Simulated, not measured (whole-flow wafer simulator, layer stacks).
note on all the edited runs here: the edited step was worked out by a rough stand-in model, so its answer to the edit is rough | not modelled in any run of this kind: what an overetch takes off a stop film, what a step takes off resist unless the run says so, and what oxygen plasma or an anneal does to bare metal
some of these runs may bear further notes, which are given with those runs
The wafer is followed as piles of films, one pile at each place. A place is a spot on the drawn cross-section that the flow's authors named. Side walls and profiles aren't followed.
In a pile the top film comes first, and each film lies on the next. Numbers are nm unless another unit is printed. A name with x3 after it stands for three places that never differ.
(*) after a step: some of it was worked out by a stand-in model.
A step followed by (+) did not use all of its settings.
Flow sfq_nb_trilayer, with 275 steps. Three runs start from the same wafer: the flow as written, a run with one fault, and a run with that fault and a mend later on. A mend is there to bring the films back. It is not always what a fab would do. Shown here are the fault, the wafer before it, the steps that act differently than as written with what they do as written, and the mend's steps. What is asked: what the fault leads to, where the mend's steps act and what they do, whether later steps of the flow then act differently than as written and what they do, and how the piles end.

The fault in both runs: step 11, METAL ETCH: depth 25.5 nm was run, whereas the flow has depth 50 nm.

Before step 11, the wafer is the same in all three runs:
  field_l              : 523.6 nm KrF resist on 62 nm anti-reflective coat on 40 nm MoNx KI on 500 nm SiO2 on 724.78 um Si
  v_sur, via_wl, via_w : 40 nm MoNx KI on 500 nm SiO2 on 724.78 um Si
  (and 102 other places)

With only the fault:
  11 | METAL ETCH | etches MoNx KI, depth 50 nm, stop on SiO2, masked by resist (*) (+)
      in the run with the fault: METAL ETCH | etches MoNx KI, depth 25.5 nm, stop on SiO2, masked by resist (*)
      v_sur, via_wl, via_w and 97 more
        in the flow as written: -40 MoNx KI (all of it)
        in the run with the fault: -25.5 MoNx KI
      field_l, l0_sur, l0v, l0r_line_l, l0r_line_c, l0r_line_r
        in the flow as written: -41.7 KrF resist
        in the run with the fault: -21.2 KrF resist
  Later steps of the flow acting differently than as written (not shown: 8 more steps that differ only slightly, by at most 2% or 0.5 nm, whichever is larger):
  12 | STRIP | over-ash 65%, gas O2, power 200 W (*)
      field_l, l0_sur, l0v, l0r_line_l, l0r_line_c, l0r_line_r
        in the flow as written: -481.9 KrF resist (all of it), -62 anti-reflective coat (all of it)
        in the run with the fault: -502.3 KrF resist (all of it), -62 anti-reflective coat (all of it)
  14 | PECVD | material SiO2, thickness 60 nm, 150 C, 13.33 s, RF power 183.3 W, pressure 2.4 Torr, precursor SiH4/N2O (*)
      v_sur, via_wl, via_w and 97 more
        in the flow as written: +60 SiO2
        in the run with the fault: +60 SiO2 (new film)
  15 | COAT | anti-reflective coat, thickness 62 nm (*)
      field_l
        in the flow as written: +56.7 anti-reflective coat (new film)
        in the run with the fault: +58.4 anti-reflective coat (new film)
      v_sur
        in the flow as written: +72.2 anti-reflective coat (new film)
        in the run with the fault: +68.6 anti-reflective coat (new film)
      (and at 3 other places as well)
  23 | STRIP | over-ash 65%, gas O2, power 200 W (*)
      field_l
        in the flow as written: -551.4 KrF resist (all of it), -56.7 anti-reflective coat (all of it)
        in the run with the fault: -554.5 KrF resist (all of it), -58.4 anti-reflective coat (all of it)
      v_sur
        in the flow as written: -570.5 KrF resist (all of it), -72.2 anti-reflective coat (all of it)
        in the run with the fault: -566.3 KrF resist (all of it), -68.6 anti-reflective coat (all of it)
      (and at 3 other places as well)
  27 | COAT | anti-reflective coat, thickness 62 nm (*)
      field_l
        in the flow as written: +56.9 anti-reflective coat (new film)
        in the run with the fault: +58.6 anti-reflective coat (new film)
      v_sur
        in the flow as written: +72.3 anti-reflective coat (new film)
        in the run with the fault: +68.5 anti-reflective coat (new film)
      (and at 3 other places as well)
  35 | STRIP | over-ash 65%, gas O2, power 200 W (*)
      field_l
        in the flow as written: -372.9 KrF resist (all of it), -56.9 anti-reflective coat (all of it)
        in the run with the fault: -376.3 KrF resist (all of it), -58.6 anti-reflective coat (all of it)
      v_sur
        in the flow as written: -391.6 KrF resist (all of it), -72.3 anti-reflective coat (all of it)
        in the run with the fault: -388.2 KrF resist (all of it), -68.5 anti-reflective coat (all of it)
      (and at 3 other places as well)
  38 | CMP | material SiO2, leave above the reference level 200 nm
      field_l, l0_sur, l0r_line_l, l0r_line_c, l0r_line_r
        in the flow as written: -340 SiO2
        in the run with the fault: -325.5 SiO2
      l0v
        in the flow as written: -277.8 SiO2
        in the run with the fault: -263.3 SiO2
  By the end, the piles at v_sur, via_wl, via_w and 97 more depart from the flow's by more than 2% or 0.5 nm, whichever is larger.
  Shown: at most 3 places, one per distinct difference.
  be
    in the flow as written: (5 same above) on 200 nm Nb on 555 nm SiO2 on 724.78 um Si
    in the run with the fault: (5 same above) on 200 nm Nb on 55 nm SiO2 on 14.5 nm MoNx KI on 500 nm SiO2 on 724.78 um Si
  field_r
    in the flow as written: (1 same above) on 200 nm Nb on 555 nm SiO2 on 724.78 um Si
    in the run with the fault: (1 same above) on 200 nm Nb on 55 nm SiO2 on 14.5 nm MoNx KI on 500 nm SiO2 on 724.78 um Si
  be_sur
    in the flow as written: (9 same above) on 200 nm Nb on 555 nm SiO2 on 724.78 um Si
    in the run with the fault: (9 same above) on 200 nm Nb on 55 nm SiO2 on 14.5 nm MoNx KI on 500 nm SiO2 on 724.78 um Si

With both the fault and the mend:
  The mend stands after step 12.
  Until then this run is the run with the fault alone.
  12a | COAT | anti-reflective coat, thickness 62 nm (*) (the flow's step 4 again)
      p4_fl x3, p4_w1 x9, p4_g1 x2 and 59 more
        +62 anti-reflective coat (new film)
      be, be_sur, gap and 11 more
        +63.1 anti-reflective coat (new film)
      via_v, wire, lsp_l, ln_m5
        +63.2 anti-reflective coat (new film)
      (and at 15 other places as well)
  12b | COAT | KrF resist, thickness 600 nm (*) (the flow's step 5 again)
      p4_fl x3, p4_w1 x9, p4_g1 x2 and 59 more
        +600 KrF resist (new film)
      gap, jj_sur, ce_l and 6 more
        +604.3 KrF resist (new film)
      be_sur, r_end, moat
        +604.4 KrF resist (new film)
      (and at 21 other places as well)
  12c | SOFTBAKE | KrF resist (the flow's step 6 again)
      does not change any film at any place that is followed
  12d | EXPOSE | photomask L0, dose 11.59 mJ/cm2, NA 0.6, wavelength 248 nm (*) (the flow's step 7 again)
      does not change any film at any place that is followed
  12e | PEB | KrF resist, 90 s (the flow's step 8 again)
      p4_fl x3, p4_w1 x9, p4_g1 x2 and 62 more
        -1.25 KrF resist
      via_sp, via_v, wire and 16 more
        -1.26 KrF resist
      v_sur, via_wl, via_w, via_wr, lsp_m, ln_m6, lsp_r
        -1.27 KrF resist
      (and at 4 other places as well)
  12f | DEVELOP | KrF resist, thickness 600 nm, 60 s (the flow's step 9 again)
      p4_fl x3, p4_w1 x9, p4_g1 x2 and 59 more
        -598.7 KrF resist (all of it)
      jj_sur, ce_l, c5j, ce_r, sp_r, be_r, r_sur
        -603 KrF resist (all of it)
      field_l, l0_sur, l0v, l0r_line_l, l0r_line_c, l0r_line_r
        -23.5 KrF resist
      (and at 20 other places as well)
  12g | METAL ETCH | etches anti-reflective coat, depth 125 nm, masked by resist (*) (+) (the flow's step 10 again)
      p4_fl x3, p4_w1 x9, p4_g1 x2 and 59 more
        -62 anti-reflective coat (all of it)
      be, be_sur, gap and 11 more
        -63.1 anti-reflective coat (all of it)
      field_l, l0_sur, l0v, l0r_line_l, l0r_line_c, l0r_line_r
        -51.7 KrF resist
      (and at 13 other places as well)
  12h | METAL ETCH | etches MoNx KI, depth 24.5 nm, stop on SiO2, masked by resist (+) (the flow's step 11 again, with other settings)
      v_sur, via_wl, via_w and 97 more
        -14.5 MoNx KI (all of it)
      field_l, l0_sur, l0v, l0r_line_l, l0r_line_c, l0r_line_r
        -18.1 KrF resist
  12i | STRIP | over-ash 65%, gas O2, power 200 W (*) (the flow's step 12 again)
      l0r_line_l, l0r_line_c, l0r_line_r
        -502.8 KrF resist (all of it), -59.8 anti-reflective coat (all of it)
      field_l
        -499.6 KrF resist (all of it), -58.3 anti-reflective coat (all of it)
      l0_sur
        -500.7 KrF resist (all of it), -56.4 anti-reflective coat (all of it)
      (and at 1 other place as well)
  Every later step of the flow that is run acts as written at every place that is followed.
  At every place that both follow, the piles at the end match the flow's.
